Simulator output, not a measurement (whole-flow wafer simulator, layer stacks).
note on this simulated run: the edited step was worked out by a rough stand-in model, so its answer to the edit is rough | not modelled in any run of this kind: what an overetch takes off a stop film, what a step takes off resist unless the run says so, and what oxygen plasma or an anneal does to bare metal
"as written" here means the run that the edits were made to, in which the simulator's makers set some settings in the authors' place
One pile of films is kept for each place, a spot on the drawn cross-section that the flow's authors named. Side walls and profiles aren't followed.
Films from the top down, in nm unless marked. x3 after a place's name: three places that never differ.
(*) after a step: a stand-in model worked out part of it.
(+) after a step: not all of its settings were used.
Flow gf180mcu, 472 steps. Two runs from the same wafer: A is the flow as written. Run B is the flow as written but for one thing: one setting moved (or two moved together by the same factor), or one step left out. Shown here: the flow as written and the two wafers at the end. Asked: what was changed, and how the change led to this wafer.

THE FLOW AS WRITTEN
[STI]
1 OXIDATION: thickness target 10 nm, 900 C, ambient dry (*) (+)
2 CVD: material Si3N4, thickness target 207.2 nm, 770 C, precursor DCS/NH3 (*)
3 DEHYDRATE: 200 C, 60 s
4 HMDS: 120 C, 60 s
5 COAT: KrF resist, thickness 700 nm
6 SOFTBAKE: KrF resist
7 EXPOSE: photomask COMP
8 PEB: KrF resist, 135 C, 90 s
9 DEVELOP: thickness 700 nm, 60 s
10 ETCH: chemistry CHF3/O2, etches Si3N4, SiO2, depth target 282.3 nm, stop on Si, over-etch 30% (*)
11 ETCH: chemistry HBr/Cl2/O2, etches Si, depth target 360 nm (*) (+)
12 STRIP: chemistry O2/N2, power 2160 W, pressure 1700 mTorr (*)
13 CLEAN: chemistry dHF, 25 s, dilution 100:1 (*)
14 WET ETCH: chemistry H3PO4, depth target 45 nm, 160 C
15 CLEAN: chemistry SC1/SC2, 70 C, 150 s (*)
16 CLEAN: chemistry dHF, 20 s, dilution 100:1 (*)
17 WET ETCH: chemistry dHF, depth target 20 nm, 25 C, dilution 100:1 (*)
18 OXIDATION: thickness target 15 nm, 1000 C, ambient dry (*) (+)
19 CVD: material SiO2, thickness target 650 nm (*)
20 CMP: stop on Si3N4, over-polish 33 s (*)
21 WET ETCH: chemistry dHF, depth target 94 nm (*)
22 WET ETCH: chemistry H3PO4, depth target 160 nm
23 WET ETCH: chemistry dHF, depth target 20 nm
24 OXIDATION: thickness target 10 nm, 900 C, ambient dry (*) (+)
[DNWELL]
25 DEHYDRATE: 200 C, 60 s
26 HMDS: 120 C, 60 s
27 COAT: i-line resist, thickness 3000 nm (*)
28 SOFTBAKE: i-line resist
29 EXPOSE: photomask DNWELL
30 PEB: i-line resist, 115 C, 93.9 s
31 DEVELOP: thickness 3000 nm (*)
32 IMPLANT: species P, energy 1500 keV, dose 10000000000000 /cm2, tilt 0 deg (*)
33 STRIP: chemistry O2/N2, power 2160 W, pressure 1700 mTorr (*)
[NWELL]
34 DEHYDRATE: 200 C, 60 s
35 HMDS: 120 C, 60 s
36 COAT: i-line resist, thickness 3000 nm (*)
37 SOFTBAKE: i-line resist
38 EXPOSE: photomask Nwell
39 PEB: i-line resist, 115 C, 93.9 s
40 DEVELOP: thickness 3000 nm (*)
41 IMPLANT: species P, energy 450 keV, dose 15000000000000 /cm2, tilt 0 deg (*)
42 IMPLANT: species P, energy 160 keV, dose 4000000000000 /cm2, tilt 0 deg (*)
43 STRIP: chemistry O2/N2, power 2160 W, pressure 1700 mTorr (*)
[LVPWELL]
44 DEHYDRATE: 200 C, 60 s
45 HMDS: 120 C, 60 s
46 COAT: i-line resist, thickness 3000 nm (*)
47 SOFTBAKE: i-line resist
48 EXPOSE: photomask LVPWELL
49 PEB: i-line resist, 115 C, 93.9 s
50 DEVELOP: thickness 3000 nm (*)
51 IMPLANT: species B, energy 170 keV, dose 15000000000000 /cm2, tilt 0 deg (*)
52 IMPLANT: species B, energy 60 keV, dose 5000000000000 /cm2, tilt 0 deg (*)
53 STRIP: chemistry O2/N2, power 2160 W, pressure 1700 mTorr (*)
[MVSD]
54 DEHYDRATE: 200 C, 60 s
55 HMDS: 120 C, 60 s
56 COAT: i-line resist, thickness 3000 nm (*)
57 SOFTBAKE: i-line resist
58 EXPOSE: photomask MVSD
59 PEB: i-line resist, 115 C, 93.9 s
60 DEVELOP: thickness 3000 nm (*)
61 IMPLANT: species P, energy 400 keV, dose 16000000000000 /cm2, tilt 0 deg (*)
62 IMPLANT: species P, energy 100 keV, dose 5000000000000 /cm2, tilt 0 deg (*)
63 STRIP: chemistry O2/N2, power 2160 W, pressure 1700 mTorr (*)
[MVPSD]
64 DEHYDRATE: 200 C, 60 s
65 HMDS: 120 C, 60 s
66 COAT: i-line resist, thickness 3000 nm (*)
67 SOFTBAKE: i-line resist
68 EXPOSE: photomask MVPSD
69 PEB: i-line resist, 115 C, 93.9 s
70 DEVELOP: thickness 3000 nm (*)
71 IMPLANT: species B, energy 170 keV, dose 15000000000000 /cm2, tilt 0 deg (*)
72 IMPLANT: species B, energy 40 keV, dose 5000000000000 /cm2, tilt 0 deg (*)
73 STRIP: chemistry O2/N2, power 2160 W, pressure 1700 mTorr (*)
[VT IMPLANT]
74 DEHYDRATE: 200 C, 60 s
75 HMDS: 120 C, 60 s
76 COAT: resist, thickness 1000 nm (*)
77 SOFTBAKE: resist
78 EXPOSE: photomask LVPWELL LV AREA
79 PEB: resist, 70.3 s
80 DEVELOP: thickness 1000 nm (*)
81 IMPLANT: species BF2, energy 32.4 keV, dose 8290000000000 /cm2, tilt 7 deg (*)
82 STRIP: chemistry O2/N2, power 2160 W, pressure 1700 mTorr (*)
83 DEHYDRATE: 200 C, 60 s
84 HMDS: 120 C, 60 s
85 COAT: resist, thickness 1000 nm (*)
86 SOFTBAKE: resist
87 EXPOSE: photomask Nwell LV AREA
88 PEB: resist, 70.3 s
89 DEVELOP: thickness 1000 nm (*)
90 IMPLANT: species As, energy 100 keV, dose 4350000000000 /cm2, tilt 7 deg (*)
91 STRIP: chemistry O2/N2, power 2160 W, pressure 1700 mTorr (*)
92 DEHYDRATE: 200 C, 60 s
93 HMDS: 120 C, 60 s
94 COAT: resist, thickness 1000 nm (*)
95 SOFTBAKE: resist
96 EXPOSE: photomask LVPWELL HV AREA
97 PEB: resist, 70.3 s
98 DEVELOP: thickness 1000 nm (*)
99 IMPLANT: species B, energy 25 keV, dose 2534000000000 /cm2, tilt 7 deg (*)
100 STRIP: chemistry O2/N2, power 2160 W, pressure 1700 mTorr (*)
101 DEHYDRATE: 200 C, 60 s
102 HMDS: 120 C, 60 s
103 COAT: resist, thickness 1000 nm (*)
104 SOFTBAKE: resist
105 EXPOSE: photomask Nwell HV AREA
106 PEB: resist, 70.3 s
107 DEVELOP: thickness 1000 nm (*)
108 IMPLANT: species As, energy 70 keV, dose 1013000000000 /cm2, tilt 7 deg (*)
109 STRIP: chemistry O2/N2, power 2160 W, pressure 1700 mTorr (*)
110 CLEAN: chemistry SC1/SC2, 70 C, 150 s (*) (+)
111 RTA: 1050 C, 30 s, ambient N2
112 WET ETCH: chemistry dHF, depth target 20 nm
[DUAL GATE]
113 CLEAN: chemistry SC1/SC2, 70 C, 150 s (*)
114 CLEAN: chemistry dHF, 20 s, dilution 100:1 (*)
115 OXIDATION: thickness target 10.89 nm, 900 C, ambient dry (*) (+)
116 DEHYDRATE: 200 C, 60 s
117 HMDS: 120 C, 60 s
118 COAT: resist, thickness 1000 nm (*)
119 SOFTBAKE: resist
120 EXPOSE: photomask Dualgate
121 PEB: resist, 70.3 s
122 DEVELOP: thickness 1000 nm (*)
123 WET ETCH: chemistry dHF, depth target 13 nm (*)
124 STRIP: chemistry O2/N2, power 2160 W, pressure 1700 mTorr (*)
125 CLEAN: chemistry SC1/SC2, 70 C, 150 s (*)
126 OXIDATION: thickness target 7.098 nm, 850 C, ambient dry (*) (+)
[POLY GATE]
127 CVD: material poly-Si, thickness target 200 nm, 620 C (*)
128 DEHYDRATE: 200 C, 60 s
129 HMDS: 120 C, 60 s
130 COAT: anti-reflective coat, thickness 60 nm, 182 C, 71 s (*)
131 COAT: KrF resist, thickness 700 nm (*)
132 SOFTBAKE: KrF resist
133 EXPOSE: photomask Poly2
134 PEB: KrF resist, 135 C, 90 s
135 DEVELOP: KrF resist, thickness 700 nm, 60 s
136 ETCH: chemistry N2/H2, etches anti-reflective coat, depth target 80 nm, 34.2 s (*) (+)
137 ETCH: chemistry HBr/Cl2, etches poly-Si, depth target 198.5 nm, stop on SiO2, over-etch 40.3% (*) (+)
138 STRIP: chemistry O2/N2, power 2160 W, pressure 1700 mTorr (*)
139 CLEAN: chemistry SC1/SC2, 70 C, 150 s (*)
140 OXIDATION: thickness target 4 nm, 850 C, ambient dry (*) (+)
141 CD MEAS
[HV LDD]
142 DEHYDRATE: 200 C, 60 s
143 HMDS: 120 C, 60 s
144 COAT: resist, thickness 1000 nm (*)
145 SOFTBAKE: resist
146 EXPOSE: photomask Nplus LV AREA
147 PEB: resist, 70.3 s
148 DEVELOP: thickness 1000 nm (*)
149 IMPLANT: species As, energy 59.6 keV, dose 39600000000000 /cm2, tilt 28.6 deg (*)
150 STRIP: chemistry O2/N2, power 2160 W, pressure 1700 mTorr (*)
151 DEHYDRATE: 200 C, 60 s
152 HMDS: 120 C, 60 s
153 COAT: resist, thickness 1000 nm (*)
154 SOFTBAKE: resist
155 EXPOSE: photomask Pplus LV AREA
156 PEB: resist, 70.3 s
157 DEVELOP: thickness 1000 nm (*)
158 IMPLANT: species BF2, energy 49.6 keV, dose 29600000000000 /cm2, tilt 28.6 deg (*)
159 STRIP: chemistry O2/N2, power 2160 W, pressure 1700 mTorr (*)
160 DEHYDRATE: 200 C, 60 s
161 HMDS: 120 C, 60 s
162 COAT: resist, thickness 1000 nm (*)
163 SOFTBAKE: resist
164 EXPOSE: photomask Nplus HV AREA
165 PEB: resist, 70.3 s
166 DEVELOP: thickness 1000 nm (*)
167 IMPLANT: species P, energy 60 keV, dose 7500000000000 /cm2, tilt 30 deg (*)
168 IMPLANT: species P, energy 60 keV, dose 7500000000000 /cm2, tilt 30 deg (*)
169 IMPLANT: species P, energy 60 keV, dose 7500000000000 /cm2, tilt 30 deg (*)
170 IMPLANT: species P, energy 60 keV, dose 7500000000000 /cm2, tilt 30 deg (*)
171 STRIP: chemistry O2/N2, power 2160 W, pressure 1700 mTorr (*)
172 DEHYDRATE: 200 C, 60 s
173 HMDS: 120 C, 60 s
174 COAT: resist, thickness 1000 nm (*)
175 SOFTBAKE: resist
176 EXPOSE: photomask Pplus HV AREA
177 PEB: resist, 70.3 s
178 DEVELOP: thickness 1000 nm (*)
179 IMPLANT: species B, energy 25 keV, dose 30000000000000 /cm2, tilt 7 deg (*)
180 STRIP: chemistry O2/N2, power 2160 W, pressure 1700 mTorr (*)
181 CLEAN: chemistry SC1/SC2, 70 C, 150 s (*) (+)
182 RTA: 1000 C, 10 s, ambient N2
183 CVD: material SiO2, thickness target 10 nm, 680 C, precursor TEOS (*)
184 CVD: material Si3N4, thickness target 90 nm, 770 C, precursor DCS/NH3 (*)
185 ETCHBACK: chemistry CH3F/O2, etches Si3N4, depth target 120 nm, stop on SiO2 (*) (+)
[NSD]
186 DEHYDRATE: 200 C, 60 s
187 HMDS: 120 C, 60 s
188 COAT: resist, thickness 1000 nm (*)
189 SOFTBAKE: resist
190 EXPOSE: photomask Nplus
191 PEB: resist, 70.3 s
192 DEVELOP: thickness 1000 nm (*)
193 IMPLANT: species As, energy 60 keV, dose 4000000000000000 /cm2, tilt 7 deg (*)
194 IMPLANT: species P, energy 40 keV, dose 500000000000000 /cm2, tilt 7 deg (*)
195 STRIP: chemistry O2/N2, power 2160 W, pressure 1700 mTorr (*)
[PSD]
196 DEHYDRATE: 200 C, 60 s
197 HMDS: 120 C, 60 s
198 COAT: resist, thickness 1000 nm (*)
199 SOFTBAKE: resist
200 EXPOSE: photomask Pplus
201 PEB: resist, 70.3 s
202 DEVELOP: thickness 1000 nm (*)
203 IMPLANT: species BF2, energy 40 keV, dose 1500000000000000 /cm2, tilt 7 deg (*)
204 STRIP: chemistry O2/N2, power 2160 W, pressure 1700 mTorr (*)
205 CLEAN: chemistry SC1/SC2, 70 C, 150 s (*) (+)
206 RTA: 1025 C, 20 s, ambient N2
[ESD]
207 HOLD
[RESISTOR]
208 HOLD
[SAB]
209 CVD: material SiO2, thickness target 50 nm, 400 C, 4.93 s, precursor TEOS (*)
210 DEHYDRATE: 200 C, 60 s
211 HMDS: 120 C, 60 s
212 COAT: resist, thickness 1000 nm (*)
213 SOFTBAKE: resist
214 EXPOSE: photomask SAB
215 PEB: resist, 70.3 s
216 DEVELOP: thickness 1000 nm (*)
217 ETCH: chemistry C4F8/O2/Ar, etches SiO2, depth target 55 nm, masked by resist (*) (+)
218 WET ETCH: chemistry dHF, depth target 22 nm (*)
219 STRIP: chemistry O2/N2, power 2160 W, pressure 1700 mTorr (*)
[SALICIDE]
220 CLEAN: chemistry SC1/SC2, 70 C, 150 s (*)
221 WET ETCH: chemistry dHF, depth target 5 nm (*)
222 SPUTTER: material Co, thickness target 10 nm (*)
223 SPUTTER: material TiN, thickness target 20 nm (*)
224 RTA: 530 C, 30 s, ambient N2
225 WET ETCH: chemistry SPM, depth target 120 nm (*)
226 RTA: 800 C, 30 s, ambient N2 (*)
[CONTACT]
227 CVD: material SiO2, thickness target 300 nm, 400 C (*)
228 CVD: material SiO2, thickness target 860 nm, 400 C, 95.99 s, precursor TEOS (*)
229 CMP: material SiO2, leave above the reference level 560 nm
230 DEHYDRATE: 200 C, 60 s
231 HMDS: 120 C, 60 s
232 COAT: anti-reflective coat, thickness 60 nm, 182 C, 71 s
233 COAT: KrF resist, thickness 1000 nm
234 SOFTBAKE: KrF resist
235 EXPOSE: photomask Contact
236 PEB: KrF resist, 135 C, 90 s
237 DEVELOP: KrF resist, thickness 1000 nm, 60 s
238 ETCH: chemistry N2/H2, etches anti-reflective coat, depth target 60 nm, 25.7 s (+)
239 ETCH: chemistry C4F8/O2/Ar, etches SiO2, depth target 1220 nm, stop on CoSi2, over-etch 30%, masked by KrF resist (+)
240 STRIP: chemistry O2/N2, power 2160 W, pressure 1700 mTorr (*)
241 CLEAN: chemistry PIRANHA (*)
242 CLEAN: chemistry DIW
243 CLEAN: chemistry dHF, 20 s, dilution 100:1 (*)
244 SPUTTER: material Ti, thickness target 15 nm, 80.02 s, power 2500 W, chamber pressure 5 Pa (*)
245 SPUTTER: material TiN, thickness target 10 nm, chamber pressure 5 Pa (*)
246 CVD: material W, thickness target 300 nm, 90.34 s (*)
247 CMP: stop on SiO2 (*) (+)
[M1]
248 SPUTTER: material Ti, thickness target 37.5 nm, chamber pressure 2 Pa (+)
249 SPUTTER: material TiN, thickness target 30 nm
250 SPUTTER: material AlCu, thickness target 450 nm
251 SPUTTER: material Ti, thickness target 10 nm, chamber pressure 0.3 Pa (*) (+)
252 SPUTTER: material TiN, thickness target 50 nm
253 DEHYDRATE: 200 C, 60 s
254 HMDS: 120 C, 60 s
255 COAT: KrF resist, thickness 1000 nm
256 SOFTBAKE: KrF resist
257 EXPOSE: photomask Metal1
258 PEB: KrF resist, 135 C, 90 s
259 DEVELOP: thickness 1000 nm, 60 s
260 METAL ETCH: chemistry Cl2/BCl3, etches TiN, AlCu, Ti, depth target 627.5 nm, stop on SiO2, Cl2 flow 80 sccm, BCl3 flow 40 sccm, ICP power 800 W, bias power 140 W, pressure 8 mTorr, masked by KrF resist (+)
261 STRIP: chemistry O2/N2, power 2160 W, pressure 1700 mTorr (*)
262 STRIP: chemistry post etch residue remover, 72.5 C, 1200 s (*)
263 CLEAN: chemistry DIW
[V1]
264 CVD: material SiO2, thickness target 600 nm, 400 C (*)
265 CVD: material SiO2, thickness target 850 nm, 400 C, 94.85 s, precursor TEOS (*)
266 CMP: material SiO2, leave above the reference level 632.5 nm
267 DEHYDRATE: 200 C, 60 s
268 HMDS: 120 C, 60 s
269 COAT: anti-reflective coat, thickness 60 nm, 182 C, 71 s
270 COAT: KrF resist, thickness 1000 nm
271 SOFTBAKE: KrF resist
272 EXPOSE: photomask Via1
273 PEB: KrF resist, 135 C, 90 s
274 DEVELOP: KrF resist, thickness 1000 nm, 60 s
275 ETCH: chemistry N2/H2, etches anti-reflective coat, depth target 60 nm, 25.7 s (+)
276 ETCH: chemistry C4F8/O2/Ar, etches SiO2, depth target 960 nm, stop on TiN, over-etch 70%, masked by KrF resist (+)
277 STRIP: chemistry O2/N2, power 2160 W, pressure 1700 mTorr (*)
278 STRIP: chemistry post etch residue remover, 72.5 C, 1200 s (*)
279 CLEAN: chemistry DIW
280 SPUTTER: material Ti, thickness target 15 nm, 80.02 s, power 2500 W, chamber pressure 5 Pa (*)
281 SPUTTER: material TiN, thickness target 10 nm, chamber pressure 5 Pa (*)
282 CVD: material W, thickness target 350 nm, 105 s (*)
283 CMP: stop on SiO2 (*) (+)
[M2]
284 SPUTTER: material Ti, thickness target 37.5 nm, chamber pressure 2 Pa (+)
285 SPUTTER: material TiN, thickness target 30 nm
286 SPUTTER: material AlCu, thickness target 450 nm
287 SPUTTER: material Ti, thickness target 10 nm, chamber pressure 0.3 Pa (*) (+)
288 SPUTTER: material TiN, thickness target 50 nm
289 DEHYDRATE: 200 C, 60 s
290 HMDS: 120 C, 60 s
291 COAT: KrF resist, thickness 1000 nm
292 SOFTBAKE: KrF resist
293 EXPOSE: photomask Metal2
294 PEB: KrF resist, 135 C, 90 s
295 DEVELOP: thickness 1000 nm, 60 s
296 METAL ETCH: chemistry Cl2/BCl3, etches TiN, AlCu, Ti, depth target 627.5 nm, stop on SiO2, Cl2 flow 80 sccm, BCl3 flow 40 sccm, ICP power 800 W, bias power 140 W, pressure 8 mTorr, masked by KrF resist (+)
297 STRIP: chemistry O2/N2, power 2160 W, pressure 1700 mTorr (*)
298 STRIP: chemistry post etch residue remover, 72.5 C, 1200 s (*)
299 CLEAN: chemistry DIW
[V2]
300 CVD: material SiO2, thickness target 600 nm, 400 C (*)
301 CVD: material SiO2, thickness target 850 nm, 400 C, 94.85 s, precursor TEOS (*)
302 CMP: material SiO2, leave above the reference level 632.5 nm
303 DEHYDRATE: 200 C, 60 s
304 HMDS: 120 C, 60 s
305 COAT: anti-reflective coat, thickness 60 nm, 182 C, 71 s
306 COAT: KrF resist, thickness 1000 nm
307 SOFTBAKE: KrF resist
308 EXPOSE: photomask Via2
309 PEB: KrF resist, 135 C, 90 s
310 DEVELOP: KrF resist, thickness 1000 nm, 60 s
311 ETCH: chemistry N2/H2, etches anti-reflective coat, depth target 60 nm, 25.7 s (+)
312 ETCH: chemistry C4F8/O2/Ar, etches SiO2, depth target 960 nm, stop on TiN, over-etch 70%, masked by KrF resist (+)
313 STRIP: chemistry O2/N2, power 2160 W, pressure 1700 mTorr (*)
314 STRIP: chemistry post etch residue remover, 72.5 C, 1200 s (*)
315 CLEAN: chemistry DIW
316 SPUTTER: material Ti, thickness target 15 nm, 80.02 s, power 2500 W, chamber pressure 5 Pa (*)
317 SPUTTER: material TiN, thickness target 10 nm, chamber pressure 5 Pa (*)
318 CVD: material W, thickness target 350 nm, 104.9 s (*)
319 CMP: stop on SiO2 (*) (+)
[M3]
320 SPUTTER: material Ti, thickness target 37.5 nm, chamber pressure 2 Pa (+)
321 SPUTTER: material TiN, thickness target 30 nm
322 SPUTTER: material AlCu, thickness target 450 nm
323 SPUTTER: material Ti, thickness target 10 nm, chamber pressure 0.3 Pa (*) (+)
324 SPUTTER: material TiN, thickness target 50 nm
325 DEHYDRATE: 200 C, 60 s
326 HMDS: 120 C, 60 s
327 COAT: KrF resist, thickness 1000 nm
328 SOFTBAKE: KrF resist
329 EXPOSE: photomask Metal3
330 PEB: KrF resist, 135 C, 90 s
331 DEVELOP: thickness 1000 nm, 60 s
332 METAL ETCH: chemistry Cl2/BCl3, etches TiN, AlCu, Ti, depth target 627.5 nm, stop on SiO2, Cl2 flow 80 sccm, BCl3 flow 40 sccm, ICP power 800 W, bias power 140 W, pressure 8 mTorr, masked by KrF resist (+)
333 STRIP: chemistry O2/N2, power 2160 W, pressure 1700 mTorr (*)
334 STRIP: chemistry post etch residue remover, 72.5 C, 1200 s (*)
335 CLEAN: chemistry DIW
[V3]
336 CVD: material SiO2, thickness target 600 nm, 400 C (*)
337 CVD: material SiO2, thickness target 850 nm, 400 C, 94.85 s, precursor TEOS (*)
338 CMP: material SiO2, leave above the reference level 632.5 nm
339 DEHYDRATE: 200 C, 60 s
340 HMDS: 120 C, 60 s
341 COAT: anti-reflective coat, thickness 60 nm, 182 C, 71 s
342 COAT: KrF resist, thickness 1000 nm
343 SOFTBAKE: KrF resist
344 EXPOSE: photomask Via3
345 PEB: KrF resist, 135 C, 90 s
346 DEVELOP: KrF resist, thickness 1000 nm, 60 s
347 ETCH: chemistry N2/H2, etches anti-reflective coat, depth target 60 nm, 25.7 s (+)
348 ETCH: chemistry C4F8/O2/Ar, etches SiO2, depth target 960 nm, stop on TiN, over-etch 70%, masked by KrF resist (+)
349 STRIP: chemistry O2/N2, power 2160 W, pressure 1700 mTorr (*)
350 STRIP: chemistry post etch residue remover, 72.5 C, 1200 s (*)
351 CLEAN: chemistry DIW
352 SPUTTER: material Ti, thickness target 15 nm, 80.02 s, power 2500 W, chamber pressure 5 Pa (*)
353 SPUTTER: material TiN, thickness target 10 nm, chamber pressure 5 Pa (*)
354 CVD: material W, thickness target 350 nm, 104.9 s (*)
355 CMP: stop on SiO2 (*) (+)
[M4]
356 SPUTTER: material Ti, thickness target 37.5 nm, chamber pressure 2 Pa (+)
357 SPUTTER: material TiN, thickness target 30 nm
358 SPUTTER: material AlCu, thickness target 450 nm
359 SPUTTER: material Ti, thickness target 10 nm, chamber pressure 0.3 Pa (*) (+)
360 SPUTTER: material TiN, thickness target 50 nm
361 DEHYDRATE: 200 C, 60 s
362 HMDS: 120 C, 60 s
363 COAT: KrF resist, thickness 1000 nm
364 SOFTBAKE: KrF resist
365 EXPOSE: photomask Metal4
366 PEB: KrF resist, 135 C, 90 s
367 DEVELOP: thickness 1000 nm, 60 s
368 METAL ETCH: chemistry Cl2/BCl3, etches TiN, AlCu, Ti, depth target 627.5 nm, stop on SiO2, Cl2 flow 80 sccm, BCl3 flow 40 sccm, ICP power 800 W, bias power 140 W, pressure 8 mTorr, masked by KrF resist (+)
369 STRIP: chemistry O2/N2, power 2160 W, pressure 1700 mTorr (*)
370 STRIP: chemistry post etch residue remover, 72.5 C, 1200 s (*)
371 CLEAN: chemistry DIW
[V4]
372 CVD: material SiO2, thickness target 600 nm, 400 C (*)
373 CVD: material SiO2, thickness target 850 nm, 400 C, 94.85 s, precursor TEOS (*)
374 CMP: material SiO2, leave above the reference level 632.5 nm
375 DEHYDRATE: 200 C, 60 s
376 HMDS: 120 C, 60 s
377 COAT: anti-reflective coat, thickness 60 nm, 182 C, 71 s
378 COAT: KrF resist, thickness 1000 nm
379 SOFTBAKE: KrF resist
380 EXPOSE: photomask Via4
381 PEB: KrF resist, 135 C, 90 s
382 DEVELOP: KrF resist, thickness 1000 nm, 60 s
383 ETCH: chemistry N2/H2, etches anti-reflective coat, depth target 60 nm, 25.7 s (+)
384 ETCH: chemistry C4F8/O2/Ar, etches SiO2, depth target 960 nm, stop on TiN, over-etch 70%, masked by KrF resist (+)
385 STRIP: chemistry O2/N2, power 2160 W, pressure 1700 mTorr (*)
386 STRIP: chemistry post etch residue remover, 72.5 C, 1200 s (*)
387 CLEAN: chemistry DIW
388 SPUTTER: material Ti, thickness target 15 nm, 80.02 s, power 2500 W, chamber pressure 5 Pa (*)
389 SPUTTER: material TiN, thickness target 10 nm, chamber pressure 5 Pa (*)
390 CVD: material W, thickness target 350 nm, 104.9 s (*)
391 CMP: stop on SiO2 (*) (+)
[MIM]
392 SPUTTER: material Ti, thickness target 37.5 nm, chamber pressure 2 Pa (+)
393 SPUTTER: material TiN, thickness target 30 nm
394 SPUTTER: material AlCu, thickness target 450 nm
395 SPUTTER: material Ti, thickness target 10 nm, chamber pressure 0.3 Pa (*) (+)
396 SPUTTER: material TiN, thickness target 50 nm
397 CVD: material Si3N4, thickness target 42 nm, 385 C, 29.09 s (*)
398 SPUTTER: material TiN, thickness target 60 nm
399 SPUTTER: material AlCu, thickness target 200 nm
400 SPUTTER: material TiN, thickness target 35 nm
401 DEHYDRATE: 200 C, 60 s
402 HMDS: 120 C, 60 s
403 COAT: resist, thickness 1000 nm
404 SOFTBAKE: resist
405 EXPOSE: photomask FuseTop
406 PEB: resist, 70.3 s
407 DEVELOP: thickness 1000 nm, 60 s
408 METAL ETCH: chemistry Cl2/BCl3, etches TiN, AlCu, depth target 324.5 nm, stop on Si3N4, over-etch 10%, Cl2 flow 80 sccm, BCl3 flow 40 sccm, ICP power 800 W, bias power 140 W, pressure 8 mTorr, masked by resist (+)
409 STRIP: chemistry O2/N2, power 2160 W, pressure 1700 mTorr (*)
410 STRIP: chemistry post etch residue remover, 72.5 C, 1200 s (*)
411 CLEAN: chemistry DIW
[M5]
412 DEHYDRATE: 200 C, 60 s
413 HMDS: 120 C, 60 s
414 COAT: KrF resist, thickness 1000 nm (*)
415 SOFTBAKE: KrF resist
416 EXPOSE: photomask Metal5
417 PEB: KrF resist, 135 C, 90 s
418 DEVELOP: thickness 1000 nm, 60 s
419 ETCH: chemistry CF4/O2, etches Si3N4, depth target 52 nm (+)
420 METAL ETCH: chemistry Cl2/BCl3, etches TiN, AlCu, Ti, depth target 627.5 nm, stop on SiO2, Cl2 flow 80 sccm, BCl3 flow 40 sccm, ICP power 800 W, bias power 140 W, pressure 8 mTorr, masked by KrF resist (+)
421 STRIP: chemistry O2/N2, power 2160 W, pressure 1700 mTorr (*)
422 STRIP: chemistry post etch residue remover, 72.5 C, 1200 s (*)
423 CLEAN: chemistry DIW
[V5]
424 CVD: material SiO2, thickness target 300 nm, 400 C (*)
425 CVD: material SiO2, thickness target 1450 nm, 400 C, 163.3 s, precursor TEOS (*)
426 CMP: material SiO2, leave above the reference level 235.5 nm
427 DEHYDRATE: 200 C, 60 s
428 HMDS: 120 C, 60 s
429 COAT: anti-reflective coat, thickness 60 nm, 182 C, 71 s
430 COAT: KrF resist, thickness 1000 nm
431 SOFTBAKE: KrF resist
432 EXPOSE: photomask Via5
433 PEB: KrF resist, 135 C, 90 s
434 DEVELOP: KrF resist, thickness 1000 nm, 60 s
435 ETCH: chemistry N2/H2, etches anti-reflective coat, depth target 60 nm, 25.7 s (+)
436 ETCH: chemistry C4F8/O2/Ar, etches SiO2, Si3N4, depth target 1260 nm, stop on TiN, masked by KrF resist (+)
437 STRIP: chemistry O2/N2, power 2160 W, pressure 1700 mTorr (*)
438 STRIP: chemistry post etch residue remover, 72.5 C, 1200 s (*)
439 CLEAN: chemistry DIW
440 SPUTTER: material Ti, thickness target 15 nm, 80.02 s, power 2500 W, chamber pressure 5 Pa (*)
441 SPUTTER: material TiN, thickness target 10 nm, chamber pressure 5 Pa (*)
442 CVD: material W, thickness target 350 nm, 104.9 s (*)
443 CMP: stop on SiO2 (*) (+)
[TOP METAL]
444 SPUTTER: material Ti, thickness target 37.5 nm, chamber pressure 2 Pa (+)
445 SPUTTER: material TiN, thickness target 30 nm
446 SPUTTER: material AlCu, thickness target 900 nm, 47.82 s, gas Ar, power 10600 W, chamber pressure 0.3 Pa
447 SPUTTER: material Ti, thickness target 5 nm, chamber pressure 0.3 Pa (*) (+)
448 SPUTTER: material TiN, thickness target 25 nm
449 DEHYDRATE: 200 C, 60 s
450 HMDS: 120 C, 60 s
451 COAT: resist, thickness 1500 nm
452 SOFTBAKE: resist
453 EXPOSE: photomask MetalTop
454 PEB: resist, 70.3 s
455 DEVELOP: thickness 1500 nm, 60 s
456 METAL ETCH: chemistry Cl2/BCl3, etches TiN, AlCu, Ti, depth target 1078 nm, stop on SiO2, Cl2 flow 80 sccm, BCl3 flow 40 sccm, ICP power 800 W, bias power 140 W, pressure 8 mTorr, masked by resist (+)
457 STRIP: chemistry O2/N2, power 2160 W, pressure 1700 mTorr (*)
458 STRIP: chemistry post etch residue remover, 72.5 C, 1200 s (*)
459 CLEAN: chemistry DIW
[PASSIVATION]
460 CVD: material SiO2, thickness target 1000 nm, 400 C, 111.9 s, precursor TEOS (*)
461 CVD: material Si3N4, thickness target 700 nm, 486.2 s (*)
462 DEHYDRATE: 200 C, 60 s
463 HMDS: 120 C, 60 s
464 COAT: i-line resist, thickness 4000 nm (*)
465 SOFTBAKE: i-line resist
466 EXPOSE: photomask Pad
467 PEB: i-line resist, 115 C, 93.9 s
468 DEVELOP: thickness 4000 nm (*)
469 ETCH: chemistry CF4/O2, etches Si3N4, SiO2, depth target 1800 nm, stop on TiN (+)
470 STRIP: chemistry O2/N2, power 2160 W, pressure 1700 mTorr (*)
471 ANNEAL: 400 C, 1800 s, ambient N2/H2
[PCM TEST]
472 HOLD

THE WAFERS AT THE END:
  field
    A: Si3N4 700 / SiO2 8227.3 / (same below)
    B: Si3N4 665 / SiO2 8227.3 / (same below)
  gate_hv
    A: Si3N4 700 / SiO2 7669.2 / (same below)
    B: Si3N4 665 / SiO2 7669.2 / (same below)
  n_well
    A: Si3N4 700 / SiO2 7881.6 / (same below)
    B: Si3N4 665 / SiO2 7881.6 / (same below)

The cause: step 461, CVD: thickness target 665 nm was run, where the flow has thickness target 700 nm; step 461, CVD: 461.9 s was run, where the flow has 486.2 s.
It can be read off the wafer: field has Si3N4 665, and step 461 as written asks for 700 nm.

How the change led to this, step by step:
  461 CVD: material Si3N4, thickness target 700 nm, 486.2 s (*)
      field, field__w1, field__w2 and 109 more: A Si3N4 +700 (new film) | B Si3N4 +665 (new film)
  469 ETCH: chemistry CF4/O2, etches Si3N4, SiO2, depth target 1800 nm, stop on TiN (+)
      pad: A Si3N4 -700 (all of it), SiO2 -1000 (all of it) | B Si3N4 -665 (all of it), SiO2 -1000 (all of it)
